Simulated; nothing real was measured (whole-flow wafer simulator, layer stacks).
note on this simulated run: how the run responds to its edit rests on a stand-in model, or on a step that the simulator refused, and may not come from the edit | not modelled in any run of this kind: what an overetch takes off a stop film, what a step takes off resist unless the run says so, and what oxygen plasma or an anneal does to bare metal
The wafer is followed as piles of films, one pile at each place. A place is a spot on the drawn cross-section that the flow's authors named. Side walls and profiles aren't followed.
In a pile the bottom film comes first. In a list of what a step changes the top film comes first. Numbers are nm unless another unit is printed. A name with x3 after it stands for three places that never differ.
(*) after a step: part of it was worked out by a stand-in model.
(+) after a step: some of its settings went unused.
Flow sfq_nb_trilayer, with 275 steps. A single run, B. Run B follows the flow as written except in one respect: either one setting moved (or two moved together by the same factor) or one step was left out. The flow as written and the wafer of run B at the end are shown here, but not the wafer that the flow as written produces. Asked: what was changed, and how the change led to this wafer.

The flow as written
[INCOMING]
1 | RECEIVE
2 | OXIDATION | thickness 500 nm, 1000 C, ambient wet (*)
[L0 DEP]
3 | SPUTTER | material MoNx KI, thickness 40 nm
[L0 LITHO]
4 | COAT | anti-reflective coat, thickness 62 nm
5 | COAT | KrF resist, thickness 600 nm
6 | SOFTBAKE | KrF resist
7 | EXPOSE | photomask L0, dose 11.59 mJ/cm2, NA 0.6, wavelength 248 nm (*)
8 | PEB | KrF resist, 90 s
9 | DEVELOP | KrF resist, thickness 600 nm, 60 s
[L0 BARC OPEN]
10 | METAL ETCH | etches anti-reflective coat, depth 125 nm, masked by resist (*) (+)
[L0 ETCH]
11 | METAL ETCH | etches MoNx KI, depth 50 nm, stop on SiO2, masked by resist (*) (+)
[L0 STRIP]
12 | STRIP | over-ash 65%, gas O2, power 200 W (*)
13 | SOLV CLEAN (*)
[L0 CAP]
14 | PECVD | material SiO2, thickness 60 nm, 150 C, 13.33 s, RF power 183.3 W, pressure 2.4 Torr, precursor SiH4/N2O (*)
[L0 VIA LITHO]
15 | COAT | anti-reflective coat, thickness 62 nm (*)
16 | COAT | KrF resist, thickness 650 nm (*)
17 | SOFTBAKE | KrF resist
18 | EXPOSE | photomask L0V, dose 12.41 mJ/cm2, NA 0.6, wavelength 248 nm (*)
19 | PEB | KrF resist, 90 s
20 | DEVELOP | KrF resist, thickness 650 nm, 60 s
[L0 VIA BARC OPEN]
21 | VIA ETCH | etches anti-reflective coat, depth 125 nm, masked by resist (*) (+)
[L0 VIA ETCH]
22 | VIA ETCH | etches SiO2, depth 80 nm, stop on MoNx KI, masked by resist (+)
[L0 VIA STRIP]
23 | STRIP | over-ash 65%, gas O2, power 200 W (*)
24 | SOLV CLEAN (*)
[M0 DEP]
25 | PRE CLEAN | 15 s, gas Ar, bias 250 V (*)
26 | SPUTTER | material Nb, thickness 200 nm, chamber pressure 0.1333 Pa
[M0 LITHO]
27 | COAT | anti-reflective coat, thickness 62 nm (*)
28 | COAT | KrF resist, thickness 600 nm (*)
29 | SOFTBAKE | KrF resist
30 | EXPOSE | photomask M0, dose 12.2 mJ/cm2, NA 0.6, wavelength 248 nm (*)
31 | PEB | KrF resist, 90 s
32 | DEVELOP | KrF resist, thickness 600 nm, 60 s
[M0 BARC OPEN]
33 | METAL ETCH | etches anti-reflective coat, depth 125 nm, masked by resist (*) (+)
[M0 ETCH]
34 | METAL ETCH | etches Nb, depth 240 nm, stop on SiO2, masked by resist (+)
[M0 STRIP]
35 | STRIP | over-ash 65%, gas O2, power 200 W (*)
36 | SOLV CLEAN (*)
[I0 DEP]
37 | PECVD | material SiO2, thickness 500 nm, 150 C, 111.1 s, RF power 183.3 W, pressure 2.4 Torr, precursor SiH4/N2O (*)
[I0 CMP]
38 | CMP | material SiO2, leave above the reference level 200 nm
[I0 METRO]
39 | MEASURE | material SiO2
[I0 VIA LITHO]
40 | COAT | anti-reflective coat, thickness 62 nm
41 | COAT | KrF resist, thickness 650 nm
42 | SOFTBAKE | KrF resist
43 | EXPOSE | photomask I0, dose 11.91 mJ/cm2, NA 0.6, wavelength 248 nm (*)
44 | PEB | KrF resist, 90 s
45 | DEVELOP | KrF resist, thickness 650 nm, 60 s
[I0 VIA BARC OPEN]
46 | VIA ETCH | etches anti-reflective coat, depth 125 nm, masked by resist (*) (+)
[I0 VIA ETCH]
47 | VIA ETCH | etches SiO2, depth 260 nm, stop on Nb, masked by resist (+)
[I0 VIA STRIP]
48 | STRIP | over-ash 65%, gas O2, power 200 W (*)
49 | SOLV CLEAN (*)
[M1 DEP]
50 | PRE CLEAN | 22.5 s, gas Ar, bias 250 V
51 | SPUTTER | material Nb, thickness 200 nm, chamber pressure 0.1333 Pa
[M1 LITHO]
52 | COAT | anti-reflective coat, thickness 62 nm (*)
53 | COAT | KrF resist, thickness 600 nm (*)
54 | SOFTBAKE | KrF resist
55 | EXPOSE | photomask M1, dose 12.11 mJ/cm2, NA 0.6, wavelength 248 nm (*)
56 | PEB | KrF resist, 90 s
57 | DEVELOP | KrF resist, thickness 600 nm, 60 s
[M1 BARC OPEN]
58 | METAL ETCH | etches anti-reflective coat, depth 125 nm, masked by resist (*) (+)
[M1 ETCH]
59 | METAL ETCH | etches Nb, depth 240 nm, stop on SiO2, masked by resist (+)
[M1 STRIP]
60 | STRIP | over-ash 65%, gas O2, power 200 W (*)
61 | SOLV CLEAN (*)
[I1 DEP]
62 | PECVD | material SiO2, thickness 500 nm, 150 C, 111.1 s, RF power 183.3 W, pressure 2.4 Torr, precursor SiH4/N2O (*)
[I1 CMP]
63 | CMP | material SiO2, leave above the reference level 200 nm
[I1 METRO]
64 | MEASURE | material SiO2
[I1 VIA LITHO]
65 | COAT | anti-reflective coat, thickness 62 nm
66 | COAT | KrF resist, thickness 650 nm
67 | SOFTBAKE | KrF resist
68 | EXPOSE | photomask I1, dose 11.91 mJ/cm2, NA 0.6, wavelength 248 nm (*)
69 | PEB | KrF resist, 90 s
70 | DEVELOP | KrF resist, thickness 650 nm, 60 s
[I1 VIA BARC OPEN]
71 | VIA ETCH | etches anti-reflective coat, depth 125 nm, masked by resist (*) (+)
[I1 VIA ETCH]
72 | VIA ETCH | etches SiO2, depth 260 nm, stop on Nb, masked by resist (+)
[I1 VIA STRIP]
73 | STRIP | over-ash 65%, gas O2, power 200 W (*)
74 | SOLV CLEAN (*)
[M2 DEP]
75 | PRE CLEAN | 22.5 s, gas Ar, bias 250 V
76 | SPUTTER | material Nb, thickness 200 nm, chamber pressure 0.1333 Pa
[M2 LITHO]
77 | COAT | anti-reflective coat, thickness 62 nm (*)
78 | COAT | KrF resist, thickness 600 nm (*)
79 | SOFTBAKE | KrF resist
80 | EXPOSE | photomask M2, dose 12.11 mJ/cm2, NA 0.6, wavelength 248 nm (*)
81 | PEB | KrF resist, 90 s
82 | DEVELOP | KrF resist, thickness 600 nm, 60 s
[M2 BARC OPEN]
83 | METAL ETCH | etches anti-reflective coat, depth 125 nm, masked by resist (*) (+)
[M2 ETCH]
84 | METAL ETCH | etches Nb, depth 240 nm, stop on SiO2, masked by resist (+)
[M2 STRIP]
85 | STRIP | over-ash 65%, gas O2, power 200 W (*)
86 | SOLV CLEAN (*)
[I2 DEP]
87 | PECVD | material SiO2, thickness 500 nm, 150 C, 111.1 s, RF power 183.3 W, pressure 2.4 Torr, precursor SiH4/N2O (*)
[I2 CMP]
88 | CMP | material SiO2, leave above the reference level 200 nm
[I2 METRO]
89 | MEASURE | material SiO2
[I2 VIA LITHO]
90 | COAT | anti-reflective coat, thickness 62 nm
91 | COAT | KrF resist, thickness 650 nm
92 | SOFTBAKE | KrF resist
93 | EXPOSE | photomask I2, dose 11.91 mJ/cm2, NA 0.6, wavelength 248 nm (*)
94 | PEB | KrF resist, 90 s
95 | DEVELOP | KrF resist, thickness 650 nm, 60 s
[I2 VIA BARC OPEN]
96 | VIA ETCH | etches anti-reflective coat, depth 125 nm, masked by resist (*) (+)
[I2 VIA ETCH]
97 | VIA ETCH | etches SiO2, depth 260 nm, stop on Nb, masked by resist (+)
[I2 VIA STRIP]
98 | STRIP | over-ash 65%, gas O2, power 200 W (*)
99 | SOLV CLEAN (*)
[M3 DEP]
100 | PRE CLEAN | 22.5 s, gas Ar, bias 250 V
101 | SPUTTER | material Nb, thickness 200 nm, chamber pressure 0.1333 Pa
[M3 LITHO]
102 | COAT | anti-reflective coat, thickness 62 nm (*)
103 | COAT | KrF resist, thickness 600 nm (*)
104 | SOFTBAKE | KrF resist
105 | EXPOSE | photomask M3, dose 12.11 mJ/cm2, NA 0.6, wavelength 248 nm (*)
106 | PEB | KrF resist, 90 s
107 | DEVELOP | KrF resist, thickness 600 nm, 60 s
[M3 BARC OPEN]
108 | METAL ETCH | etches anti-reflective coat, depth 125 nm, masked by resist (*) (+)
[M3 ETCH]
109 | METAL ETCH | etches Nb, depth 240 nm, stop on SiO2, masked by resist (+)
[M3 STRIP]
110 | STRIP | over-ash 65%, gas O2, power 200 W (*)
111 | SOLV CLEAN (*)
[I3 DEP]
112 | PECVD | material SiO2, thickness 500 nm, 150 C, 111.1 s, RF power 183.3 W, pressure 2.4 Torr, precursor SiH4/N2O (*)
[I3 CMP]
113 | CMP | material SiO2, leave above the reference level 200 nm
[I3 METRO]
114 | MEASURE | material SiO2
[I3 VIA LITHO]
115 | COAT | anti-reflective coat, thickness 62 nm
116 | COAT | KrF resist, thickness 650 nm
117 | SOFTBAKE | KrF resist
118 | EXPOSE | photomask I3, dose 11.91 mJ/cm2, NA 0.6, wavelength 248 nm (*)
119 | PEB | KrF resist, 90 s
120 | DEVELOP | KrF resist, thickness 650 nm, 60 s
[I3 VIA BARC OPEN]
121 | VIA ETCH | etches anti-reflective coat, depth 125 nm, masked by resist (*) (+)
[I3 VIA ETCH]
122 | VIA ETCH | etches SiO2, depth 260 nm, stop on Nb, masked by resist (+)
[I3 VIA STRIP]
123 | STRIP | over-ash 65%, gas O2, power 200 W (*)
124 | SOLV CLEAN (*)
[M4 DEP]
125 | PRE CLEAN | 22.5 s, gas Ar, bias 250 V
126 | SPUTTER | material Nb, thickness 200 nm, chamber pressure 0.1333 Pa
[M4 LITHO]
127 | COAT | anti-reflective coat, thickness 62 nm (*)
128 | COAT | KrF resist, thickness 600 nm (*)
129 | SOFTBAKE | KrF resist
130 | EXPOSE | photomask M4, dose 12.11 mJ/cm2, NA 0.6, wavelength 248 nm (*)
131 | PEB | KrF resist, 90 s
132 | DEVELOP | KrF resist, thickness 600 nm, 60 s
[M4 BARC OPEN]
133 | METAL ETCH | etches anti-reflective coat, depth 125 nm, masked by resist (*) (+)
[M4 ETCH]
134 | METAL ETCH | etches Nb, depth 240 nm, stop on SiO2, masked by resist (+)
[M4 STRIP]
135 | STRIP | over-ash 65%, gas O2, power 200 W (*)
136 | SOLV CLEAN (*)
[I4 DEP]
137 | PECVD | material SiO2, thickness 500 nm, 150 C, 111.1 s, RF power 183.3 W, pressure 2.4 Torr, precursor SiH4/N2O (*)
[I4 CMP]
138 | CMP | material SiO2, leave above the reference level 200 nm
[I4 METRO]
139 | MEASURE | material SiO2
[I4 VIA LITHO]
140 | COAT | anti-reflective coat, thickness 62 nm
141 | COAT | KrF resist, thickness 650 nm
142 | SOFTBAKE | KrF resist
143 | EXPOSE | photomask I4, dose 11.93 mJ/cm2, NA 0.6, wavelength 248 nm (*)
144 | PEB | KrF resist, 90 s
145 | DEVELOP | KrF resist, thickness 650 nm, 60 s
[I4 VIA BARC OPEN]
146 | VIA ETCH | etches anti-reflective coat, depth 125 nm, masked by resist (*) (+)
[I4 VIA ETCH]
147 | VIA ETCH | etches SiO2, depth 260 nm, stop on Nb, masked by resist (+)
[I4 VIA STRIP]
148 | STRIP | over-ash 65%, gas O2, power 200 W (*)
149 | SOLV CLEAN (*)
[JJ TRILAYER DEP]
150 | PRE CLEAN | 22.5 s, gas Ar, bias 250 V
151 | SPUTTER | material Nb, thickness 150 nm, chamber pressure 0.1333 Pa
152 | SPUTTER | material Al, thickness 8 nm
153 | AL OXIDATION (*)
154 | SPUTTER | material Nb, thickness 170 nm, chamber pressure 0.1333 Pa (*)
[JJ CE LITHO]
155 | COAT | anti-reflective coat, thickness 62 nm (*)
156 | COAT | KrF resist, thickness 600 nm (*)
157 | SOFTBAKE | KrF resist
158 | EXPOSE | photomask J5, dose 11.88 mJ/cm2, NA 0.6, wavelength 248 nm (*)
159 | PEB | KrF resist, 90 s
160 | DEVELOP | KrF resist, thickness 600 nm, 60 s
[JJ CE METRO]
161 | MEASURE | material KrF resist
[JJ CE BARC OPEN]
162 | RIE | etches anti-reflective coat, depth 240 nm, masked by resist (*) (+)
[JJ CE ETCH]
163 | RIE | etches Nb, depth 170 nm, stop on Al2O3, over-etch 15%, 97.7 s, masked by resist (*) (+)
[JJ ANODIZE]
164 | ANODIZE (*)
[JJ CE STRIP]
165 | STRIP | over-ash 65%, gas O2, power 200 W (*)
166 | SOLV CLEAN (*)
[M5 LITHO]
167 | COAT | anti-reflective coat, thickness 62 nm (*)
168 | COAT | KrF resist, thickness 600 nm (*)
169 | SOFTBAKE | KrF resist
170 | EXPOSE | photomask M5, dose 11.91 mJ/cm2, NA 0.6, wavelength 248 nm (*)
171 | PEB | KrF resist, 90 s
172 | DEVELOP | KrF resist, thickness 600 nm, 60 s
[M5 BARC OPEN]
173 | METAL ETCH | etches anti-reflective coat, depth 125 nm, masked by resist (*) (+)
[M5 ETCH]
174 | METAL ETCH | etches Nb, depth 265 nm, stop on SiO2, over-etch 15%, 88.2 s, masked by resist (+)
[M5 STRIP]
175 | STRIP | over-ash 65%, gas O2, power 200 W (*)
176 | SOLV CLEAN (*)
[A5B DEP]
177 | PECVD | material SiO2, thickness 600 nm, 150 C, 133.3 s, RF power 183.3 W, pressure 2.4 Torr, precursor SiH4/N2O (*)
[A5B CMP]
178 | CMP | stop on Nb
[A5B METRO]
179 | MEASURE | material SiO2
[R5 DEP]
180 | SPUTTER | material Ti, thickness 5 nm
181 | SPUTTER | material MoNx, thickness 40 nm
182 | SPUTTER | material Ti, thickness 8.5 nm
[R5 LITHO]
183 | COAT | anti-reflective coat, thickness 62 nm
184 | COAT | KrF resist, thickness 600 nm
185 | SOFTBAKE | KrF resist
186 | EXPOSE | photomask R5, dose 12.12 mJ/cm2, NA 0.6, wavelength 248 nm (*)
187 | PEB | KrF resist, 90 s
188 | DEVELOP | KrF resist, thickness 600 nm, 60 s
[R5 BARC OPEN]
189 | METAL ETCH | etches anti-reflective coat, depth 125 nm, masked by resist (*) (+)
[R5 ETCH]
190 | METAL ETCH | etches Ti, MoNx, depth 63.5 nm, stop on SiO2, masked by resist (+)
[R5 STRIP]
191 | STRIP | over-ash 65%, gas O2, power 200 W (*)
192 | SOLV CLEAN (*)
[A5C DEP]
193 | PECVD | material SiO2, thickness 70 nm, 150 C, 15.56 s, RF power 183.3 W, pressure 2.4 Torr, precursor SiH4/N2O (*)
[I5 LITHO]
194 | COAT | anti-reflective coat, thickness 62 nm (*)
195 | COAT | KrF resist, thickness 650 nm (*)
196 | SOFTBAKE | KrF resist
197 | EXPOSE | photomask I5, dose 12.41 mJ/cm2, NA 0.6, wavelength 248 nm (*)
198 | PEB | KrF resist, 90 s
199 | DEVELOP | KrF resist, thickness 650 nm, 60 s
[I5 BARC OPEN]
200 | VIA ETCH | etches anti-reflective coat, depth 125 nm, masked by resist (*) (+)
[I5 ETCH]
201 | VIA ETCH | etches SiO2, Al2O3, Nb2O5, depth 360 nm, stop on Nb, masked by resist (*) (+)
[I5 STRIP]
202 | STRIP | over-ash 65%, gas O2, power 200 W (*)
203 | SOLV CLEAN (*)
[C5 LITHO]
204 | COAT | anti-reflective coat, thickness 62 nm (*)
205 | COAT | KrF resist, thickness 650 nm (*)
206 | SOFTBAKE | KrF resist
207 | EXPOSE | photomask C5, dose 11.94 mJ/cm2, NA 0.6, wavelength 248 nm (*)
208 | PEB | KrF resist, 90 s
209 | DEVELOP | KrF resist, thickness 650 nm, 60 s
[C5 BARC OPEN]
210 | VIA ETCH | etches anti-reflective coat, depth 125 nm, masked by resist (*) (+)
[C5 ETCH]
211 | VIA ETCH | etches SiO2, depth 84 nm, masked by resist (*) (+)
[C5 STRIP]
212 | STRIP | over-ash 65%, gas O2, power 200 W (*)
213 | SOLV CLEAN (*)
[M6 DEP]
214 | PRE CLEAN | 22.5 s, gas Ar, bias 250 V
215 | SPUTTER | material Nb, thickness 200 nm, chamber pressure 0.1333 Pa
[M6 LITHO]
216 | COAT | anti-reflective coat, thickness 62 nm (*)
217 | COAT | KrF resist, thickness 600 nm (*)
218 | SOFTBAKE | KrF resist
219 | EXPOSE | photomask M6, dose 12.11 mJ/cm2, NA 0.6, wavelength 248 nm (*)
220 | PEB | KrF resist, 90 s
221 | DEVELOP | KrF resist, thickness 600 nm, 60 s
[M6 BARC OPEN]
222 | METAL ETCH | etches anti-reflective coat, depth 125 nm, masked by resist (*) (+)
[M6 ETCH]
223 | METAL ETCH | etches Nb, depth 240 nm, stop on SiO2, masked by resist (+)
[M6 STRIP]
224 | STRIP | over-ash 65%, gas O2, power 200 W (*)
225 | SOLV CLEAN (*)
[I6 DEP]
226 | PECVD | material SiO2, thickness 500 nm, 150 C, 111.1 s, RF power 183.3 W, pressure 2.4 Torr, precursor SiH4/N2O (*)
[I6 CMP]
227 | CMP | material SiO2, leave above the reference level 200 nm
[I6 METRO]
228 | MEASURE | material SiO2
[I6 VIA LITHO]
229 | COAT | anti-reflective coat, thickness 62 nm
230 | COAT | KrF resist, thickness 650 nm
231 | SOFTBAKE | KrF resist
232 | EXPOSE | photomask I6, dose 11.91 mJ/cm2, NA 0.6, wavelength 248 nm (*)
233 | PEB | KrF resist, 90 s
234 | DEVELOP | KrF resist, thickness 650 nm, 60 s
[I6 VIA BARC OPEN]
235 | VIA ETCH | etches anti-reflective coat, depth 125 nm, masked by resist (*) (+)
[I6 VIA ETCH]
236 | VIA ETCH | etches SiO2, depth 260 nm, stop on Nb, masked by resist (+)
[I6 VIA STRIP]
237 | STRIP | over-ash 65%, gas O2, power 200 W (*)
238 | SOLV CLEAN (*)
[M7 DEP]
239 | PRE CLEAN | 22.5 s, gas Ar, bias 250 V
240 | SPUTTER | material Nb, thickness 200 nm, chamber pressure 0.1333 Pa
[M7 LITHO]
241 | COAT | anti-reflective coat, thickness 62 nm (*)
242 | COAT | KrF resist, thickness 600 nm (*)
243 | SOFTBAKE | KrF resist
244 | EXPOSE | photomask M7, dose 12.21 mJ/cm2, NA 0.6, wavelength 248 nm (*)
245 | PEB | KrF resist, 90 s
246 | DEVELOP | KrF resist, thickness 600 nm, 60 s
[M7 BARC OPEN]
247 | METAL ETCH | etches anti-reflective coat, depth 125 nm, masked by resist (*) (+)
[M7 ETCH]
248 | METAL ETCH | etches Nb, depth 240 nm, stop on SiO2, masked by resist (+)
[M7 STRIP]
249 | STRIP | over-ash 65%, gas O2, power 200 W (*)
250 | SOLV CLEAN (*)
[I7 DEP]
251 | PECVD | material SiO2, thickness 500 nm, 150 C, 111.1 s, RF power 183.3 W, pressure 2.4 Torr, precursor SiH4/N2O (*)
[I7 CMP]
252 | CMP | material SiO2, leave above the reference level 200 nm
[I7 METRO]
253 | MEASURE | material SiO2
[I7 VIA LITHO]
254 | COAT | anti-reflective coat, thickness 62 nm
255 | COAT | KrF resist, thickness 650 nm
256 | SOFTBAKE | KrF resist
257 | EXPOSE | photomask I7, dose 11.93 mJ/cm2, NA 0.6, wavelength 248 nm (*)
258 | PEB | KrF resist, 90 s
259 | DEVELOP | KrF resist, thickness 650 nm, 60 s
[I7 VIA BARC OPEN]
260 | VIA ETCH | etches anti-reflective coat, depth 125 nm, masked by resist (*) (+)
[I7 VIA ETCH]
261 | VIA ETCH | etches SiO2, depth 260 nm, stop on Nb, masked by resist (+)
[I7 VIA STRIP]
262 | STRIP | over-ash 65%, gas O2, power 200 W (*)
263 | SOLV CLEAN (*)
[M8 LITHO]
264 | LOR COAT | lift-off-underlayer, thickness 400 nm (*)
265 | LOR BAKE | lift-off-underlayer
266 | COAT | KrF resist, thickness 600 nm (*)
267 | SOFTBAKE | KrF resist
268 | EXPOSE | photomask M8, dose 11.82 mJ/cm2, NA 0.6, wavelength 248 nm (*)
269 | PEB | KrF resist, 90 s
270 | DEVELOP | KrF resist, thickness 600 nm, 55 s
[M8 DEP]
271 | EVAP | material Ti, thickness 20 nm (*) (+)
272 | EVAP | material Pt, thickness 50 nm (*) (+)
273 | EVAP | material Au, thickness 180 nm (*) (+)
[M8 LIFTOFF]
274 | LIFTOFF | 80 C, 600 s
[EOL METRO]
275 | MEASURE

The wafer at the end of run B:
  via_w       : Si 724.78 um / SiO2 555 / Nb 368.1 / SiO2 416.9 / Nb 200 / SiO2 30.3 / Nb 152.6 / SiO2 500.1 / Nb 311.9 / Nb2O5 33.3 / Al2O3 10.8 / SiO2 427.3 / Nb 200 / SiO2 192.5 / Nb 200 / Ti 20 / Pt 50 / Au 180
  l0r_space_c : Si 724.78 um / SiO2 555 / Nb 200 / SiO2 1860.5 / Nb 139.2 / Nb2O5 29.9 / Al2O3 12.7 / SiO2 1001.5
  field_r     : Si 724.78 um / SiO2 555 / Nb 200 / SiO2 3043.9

What caused this: step 88, CMP: leave above the reference level 298 nm was run, while the flow as written has leave above the reference level 200 nm.

Step by step, how the change led to this:
  88 | CMP | material SiO2, leave above the reference level 200 nm
      field_l, be, be_sur and 81 more: -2 SiO2 (as written it would have been: -100 SiO2)
      v_sur, via_wl, via_w and 18 more: -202 SiO2 (as written it would have been: -300 SiO2)
      (as well as at 1 more place)
  97 | VIA ETCH | etches SiO2, depth 260 nm, stop on Nb, masked by resist (+)
      via_w: -260 SiO2 (as written it would have been: -199.8 SiO2 (all of it))
  100 | PRE CLEAN | 22.5 s, gas Ar, bias 250 V
      via_w: -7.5 SiO2 (as written it would have been: -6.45 Nb)
  101 | SPUTTER | material Nb, thickness 200 nm, chamber pressure 0.1333 Pa
      via_w: +152.6 Nb (new film) (as written it would have been: +165.5 Nb)
  102 | COAT | anti-reflective coat, thickness 62 nm (*)
      via_wl, via_wr: +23 anti-reflective coat (new film) (as written it would have been: +34.2 anti-reflective coat (new film))
      v_sur: +55.7 anti-reflective coat (new film) (as written it would have been: +61.1 anti-reflective coat (new film))
      (as well as at 2 more places)
  103 | COAT | KrF resist, thickness 600 nm (*)
      via_w: +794 KrF resist (new film) (as written it would have been: +737.9 KrF resist (new film))
  110 | STRIP | over-ash 65%, gas O2, power 200 W (*)
      v_sur: -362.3 KrF resist (all of it), -55.7 anti-reflective coat (all of it) (as written it would have been: -365.3 KrF resist (all of it), -61.1 anti-reflective coat (all of it))
      via_wl: -383.9 KrF resist (all of it), -23 anti-reflective coat (all of it) (as written it would have been: -384.2 KrF resist (all of it), -34.2 anti-reflective coat (all of it))
      (as well as at 3 more places)
  112 | PECVD | material SiO2, thickness 500 nm, 150 C, 111.1 s, RF power 183.3 W, pressure 2.4 Torr, precursor SiH4/N2O (*)
      via_w: +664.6 SiO2 (new film) (as written it would have been: +615 SiO2 (new film))
  113 | CMP | material SiO2, leave above the reference level 200 nm
      via_w: -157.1 SiO2 (as written it would have been: -181.6 SiO2)
If metal films that touch count as one body, via_w has 6 bodies (between them, from the top down: SiO2 192.5; SiO2 427.3 / Al2O3 10.8 / Nb2O5 33.3; SiO2 500.1; SiO2 30.3; SiO2 416.9); the flow as written gives 5 bodies (between them, from the top down: SiO2 192.5; SiO2 427.3 / Al2O3 10.8 / Nb2O5 33.3; SiO2 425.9; SiO2 416.9).
